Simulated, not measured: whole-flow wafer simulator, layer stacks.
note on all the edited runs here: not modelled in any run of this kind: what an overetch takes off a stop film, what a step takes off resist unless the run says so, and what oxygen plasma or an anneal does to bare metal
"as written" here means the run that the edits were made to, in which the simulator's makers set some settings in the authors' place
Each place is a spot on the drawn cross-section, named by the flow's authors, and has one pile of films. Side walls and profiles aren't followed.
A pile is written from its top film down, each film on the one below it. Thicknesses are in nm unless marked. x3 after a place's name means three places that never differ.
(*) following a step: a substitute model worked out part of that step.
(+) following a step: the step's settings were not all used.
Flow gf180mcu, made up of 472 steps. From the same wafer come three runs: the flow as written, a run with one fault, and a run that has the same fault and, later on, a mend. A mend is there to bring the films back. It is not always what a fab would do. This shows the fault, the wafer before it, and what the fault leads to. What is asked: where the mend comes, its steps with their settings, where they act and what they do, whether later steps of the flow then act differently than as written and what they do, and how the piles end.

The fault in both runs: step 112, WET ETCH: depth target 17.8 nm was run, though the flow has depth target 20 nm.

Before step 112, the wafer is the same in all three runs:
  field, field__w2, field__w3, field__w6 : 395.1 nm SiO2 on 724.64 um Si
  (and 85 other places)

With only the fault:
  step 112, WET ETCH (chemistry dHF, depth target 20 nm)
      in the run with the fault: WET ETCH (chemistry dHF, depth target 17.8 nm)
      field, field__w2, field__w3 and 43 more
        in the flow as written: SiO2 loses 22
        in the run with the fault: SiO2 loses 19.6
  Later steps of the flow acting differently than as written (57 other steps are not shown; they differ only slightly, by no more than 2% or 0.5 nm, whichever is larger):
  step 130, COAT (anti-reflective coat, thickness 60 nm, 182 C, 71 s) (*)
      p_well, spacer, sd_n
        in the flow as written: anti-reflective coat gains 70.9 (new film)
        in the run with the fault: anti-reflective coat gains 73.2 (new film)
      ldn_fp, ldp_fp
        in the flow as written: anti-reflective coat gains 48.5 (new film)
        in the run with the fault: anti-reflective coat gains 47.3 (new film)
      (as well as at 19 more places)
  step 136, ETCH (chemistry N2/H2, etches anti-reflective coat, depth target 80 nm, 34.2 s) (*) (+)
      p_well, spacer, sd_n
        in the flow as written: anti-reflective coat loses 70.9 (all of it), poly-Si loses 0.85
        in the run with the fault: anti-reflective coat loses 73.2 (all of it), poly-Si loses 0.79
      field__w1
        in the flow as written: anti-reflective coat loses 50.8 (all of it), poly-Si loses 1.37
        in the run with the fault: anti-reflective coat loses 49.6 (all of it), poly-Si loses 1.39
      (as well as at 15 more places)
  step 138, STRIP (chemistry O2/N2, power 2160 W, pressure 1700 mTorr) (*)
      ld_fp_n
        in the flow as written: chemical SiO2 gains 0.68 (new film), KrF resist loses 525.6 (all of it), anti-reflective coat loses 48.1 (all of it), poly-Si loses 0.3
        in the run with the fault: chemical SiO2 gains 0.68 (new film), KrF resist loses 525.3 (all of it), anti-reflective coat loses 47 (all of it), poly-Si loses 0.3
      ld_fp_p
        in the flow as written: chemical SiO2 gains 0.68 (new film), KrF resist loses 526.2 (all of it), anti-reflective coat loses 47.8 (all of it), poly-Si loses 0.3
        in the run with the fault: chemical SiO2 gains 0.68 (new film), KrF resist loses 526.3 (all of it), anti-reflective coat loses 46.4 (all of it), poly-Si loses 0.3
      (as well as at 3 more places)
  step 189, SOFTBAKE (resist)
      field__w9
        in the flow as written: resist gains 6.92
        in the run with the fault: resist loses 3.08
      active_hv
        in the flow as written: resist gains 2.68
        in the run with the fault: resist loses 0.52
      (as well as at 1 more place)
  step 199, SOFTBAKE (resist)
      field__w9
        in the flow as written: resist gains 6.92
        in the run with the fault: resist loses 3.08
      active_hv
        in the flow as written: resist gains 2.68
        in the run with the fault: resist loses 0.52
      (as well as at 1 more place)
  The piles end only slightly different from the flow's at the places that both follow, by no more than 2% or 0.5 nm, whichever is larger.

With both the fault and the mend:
  After step 112 comes the mend.
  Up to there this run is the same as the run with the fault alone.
  step 112a, WET ETCH (chemistry dHF, depth target 2.2 nm) (the flow's step 112 again, with other settings)
      field, field__w2, field__w3 and 43 more
        SiO2 loses 2.2
  Later steps of the flow that are run all act as written at every place that is followed, up to a difference of at most 2% or 0.5 nm, whichever is larger.
  The piles end only slightly different from the flow's at the places that both follow, by no more than 2% or 0.5 nm, whichever is larger.
